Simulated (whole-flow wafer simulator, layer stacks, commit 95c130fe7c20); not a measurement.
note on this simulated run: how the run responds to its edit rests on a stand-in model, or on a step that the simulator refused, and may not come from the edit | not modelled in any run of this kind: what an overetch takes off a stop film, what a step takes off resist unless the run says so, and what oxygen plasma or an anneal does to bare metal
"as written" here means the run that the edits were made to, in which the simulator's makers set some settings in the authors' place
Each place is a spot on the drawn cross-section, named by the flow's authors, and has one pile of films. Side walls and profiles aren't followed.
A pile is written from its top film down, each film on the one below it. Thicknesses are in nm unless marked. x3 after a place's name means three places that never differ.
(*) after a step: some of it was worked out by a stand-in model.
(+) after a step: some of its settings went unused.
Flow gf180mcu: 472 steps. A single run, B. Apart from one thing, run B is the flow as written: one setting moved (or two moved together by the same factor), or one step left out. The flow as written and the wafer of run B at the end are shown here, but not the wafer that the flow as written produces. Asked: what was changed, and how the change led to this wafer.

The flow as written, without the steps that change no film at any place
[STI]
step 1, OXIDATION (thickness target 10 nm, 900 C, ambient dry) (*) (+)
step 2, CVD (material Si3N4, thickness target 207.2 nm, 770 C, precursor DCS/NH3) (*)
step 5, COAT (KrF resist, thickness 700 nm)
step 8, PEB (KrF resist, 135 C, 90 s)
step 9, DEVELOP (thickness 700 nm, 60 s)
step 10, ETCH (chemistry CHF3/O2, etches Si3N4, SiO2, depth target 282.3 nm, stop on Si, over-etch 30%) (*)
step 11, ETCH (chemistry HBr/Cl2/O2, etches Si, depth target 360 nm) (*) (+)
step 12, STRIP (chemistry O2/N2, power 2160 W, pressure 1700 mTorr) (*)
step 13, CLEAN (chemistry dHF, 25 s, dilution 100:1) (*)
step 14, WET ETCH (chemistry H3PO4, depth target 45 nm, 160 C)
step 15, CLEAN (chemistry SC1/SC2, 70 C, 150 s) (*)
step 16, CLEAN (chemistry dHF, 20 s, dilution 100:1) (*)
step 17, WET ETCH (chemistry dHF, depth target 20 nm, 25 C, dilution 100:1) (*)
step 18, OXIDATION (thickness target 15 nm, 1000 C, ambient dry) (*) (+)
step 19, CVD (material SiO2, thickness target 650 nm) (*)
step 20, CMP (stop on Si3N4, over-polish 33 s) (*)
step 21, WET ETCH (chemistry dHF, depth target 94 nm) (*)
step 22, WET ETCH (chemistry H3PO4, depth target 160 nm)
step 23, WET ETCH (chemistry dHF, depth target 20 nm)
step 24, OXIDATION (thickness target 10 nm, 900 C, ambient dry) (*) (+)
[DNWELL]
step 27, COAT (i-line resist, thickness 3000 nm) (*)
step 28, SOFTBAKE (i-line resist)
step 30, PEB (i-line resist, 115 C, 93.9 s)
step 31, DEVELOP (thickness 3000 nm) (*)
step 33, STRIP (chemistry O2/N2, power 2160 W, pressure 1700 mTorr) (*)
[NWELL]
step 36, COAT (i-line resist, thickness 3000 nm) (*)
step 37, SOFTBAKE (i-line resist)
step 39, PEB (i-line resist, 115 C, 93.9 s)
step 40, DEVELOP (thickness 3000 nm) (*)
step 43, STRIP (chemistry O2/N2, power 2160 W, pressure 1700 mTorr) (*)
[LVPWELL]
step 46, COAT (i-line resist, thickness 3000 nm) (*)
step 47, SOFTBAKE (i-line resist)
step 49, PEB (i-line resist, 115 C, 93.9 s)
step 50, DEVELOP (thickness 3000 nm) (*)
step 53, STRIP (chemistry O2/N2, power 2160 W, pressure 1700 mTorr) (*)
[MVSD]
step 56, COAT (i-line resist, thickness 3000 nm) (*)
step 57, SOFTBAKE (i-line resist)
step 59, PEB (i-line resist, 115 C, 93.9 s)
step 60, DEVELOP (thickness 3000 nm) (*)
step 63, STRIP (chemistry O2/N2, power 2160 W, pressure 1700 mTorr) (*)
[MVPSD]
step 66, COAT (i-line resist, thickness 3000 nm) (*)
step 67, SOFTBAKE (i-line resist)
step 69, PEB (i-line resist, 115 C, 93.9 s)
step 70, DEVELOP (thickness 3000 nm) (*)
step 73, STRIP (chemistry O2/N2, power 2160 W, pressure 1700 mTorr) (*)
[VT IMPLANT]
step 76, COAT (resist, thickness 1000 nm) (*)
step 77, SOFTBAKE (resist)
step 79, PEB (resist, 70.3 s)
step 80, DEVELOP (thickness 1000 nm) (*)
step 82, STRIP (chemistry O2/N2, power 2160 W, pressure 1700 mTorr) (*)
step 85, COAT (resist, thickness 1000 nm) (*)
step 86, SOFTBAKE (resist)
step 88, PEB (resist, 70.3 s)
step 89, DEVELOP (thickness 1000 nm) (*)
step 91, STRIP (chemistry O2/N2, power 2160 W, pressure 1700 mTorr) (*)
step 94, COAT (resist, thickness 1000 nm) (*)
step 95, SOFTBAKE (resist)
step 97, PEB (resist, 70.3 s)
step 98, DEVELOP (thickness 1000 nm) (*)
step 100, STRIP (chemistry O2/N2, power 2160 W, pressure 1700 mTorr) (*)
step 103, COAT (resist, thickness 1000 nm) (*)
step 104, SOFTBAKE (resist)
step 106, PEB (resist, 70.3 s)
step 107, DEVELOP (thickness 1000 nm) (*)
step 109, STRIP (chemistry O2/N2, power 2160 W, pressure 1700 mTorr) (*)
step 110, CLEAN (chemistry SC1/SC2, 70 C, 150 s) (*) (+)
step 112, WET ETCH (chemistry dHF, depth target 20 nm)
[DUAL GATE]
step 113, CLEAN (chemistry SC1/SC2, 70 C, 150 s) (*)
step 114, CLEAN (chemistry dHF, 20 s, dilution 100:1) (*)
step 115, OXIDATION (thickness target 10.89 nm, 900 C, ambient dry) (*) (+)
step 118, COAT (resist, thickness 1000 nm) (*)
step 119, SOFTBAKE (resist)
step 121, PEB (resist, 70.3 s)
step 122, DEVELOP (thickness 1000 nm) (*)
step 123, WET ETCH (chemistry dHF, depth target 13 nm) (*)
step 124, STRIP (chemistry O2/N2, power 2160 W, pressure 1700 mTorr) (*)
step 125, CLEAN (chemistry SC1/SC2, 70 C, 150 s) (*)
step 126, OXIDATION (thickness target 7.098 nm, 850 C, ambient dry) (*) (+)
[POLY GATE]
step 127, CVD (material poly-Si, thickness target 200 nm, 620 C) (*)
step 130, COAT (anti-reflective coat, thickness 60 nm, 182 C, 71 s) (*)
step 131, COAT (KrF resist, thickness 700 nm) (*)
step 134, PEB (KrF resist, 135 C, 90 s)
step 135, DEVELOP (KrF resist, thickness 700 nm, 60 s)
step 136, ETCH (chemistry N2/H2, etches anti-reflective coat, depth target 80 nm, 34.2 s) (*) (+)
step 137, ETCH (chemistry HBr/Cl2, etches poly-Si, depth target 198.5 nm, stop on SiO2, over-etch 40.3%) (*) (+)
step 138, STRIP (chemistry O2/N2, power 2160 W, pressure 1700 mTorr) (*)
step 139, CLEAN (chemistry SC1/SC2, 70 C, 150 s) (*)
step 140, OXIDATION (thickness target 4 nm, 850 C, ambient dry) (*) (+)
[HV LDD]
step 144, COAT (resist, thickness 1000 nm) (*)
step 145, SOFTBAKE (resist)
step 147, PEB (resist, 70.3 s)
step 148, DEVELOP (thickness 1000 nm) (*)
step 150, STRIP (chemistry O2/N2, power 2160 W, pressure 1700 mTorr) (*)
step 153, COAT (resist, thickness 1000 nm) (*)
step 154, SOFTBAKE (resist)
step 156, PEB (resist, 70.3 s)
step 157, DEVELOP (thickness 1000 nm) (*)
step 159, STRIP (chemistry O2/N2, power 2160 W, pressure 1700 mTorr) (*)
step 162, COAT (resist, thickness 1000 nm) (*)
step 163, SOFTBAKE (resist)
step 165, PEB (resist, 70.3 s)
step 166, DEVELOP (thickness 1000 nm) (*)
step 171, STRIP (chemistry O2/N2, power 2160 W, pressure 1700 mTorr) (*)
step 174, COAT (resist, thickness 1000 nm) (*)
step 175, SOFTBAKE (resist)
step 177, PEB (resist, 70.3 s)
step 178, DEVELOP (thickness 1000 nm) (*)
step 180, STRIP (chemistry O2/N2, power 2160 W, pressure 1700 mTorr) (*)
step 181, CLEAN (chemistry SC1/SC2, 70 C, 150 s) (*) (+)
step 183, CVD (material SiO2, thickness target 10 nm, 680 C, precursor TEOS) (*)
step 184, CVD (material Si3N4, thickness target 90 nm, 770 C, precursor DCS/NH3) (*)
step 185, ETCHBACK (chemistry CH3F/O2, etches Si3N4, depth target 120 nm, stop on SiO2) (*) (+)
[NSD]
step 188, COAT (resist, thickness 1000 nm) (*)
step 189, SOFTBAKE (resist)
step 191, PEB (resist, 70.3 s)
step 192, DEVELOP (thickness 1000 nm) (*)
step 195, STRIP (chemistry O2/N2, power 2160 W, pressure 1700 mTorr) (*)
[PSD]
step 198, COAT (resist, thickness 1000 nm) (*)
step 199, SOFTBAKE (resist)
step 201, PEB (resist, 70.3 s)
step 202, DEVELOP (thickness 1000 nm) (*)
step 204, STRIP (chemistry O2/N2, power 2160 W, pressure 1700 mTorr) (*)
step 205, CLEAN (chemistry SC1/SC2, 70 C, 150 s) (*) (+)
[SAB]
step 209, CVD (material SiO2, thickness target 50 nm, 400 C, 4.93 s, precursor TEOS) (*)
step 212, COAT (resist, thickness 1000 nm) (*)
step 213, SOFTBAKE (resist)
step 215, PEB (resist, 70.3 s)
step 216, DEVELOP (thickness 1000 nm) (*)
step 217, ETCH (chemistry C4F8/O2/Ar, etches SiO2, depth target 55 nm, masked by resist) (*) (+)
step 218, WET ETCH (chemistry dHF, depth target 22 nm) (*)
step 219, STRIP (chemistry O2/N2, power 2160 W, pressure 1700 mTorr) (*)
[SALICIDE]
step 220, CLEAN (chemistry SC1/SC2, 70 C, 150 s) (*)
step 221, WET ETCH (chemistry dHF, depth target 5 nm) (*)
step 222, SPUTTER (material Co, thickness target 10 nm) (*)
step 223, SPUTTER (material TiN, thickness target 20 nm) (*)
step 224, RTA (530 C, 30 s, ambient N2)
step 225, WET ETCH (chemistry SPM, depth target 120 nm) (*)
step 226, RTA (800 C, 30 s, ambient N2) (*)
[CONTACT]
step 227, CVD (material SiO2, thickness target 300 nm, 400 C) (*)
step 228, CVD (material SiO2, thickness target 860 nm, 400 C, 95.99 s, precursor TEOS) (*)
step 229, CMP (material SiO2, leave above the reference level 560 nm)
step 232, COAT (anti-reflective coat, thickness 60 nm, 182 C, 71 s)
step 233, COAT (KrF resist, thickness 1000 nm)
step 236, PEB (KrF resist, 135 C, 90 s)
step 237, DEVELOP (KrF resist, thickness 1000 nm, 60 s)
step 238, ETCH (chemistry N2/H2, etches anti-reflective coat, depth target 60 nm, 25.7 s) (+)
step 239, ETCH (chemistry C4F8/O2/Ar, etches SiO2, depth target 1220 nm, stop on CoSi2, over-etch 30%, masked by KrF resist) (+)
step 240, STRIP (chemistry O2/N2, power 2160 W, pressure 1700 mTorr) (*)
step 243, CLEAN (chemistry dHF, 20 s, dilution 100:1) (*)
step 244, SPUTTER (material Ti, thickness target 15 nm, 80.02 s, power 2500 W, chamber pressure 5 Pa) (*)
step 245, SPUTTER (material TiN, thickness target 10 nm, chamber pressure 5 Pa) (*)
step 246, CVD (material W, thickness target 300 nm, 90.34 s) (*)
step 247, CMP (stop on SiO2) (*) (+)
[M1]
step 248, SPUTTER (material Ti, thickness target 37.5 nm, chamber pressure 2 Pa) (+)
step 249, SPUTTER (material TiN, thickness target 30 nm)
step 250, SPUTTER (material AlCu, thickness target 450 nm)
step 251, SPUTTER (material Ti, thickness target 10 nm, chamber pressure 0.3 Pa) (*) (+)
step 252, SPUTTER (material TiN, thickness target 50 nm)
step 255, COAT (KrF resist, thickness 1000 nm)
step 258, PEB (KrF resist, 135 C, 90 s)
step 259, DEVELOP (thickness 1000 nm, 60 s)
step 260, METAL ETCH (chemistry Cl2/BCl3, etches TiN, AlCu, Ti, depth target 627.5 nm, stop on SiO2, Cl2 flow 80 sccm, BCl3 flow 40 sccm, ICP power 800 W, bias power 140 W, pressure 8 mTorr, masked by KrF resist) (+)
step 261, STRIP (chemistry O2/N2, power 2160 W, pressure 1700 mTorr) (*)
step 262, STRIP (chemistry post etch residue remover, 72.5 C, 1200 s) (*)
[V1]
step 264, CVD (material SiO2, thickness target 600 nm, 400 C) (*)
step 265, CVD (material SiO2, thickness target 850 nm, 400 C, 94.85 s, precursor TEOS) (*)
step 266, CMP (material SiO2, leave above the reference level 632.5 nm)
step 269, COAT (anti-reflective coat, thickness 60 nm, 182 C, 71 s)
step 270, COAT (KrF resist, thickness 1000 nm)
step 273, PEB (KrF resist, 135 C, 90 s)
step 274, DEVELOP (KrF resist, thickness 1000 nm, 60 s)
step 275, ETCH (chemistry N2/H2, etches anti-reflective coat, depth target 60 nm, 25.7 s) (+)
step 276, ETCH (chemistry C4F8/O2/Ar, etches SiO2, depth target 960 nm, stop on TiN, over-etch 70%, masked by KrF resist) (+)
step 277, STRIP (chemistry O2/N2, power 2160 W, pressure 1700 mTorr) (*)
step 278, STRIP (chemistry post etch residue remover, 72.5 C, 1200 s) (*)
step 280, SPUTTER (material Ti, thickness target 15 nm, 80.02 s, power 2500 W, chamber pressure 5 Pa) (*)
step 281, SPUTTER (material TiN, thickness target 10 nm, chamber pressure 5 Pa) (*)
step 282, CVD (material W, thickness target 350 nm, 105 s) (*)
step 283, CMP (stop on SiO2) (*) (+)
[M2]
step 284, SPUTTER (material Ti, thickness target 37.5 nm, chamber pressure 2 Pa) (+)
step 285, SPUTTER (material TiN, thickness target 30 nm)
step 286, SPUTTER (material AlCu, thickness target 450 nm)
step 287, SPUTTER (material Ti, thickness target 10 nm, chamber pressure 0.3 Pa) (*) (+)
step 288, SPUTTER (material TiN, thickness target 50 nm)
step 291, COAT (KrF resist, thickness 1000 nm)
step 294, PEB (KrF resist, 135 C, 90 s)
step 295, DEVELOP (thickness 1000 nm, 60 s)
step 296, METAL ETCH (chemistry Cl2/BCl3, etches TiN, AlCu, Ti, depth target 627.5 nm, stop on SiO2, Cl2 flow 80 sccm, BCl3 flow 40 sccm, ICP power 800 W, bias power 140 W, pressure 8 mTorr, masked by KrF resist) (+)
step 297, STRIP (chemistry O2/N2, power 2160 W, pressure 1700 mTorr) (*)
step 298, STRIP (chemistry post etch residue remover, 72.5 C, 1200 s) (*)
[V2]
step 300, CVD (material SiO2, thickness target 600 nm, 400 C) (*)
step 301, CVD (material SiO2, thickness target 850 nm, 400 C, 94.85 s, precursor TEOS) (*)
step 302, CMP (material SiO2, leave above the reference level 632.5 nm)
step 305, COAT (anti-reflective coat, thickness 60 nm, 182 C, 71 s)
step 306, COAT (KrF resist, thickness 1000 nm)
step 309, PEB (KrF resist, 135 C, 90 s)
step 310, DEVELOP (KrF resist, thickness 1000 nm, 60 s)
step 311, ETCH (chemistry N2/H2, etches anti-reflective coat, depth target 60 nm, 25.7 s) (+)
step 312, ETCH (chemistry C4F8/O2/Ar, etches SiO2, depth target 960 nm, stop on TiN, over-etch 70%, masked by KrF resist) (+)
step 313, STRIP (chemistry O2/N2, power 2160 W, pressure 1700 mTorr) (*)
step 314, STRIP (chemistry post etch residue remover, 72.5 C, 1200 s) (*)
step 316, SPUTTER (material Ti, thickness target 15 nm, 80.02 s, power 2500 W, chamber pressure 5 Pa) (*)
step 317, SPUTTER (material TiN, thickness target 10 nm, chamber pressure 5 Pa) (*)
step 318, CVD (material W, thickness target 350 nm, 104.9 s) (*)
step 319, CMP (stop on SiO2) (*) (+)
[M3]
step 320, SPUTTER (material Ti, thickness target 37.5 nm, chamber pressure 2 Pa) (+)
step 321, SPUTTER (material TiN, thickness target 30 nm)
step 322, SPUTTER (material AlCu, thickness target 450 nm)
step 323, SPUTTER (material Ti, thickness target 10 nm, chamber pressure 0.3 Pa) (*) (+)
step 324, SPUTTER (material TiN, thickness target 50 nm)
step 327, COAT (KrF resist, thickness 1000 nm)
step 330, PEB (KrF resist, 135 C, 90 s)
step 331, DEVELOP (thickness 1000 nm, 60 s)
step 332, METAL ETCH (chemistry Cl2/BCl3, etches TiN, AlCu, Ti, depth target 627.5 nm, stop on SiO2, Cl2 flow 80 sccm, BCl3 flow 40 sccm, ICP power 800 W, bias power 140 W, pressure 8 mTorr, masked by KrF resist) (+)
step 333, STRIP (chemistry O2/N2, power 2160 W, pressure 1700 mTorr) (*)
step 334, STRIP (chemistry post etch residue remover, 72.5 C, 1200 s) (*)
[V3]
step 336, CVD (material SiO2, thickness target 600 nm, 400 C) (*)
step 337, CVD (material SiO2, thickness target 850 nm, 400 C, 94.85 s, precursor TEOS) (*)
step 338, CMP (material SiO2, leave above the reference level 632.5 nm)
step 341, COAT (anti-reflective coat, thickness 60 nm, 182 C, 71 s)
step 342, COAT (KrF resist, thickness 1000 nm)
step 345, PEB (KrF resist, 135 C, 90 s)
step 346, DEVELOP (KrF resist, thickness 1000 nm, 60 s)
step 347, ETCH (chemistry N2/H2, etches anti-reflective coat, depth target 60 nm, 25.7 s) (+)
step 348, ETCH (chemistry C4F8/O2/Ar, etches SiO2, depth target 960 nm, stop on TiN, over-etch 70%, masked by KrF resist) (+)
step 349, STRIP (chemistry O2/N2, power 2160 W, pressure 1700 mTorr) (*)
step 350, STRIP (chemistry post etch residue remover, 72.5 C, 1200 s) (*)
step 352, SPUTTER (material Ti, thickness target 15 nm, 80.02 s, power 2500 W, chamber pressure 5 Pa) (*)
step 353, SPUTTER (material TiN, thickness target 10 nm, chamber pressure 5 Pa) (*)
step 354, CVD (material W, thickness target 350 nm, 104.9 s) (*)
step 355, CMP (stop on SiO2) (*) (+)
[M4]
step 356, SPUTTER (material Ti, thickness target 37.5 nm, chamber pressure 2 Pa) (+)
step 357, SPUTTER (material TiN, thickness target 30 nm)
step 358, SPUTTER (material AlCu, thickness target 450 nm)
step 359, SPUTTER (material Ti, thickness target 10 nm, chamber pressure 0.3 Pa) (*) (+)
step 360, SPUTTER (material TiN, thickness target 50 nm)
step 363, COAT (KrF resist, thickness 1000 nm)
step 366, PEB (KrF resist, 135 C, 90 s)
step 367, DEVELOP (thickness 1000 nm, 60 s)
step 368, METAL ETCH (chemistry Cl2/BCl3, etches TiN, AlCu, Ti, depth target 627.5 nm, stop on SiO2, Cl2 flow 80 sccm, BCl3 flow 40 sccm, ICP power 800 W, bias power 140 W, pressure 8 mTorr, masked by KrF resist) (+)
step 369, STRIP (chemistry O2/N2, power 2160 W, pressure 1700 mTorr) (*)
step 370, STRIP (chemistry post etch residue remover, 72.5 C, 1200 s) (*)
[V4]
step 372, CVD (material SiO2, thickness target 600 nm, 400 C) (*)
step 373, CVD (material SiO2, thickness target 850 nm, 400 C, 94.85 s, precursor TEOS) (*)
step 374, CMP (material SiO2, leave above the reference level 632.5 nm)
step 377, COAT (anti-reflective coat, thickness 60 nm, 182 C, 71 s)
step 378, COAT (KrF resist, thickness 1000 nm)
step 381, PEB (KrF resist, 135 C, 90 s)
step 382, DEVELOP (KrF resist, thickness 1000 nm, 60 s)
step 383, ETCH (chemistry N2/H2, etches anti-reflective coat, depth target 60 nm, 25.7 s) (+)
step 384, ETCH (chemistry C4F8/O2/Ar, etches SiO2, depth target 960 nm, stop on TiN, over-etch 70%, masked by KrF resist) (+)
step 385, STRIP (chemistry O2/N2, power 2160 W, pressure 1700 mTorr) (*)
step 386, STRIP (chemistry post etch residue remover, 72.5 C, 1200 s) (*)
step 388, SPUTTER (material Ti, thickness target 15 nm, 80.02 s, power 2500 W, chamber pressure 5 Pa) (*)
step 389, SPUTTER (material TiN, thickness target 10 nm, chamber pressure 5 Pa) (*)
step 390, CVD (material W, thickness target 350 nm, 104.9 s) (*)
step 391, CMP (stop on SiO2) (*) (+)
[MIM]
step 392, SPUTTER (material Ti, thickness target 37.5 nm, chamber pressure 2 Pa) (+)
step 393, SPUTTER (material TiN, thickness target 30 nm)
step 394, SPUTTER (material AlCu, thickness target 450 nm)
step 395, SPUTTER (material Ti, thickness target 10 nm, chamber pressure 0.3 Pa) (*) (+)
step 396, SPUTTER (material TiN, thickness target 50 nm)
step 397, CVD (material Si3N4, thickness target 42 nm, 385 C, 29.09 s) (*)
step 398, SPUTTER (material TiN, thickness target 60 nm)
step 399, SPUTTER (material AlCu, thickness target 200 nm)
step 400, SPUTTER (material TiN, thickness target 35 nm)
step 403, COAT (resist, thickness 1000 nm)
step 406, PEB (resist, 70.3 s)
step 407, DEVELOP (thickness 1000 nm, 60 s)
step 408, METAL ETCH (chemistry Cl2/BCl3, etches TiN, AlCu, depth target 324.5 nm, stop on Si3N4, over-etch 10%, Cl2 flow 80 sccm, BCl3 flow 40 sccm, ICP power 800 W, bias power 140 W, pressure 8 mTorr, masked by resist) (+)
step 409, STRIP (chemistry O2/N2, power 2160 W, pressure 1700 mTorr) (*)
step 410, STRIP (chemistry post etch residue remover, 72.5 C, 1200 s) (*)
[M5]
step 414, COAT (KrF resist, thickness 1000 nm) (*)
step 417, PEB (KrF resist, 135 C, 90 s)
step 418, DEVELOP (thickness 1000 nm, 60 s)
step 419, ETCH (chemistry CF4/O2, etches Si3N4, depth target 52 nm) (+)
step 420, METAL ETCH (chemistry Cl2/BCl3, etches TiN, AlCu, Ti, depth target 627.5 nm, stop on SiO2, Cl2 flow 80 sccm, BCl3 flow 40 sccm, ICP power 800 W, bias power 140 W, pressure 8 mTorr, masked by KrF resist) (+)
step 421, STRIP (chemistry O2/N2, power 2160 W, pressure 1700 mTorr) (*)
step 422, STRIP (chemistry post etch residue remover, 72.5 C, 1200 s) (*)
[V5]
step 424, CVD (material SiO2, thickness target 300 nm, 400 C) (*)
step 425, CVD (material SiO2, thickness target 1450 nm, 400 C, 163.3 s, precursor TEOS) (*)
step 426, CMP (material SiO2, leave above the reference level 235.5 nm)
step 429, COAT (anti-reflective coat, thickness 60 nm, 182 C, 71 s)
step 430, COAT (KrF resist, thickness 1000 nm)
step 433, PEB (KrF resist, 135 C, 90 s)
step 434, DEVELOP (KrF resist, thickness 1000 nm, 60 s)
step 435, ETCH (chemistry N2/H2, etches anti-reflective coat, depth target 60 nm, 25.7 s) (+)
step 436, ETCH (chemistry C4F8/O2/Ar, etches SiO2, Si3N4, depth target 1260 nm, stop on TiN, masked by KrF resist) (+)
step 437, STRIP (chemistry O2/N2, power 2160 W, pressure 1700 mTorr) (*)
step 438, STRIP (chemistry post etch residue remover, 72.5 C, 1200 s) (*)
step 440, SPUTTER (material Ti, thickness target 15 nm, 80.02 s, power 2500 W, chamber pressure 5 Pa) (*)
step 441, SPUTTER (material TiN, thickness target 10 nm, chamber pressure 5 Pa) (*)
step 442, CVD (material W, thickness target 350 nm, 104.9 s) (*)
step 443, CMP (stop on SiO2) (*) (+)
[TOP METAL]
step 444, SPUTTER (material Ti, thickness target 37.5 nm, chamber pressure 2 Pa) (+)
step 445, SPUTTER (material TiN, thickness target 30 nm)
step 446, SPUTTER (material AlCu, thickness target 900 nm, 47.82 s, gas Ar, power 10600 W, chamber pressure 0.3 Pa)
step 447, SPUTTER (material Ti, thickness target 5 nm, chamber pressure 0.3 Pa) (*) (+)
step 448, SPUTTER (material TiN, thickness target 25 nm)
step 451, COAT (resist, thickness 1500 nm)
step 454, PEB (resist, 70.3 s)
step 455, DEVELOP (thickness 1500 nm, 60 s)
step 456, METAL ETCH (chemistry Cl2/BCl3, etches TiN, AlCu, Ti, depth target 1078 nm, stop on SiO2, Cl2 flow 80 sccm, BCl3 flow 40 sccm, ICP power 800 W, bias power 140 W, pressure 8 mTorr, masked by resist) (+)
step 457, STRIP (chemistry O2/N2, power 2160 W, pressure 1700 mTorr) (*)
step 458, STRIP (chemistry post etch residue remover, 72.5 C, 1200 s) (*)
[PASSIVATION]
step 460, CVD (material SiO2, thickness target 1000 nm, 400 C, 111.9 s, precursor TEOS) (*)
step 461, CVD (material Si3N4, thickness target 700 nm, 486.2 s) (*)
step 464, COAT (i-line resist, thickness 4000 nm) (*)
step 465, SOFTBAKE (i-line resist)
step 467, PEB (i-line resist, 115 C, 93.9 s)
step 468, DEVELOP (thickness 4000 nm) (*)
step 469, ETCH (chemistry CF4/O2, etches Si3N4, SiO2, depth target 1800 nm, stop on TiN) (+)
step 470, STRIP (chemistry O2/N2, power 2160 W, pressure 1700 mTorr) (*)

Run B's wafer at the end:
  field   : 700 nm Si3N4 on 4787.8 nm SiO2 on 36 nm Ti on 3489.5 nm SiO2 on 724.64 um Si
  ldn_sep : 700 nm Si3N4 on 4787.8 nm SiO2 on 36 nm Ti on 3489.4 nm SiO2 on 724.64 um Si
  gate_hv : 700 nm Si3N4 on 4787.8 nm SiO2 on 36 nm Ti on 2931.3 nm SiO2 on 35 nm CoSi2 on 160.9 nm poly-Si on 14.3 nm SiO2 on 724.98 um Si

What caused this: step 322, SPUTTER: thickness target 536 nm was run, while the flow as written has thickness target 450 nm.

How this came from the change, step by step:
  step 322, SPUTTER (material AlCu, thickness target 450 nm)
      field, field__w1, field__w2 and 108 more: AlCu gains 536 (new film) (it would be, as written: AlCu gains 450 (new film))
  step 332, METAL ETCH (chemistry Cl2/BCl3, etches TiN, AlCu, Ti, depth target 627.5 nm, stop on SiO2, Cl2 flow 80 sccm, BCl3 flow 40 sccm, ICP power 800 W, bias power 140 W, pressure 8 mTorr, masked by KrF resist) (+)
      field, field__w1, field__w2 and 103 more: TiN loses 50 (all of it), Ti loses 10 (all of it), AlCu loses 536 (all of it), TiN loses 30 (all of it), Ti loses 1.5 (it would be, as written: TiN loses 50 (all of it), Ti loses 10 (all of it), AlCu loses 450 (all of it), TiN loses 30 (all of it), Ti loses 37.5 (all of it))
  step 336, CVD (material SiO2, thickness target 600 nm, 400 C) (*)
      field, field__w1, field__w2 and 103 more: SiO2 gains 600 (new film) (it would be, as written: SiO2 gains 600)
  step 338, CMP (material SiO2, leave above the reference level 632.5 nm)
      field, field__w1, field__w2 and 103 more: SiO2 loses 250 (it would be, as written: SiO2 loses 300)
Taking metal films that touch as one body, field has 1 body; the flow as written gives 0 bodies.
Taking metal films that touch as one body, ldn_sep has 1 body; the flow as written gives 0 bodies.
Taking metal films that touch as one body, gate_hv has 2 bodies (between them, from the top down: SiO2 2931.3); the flow as written gives 1 body.
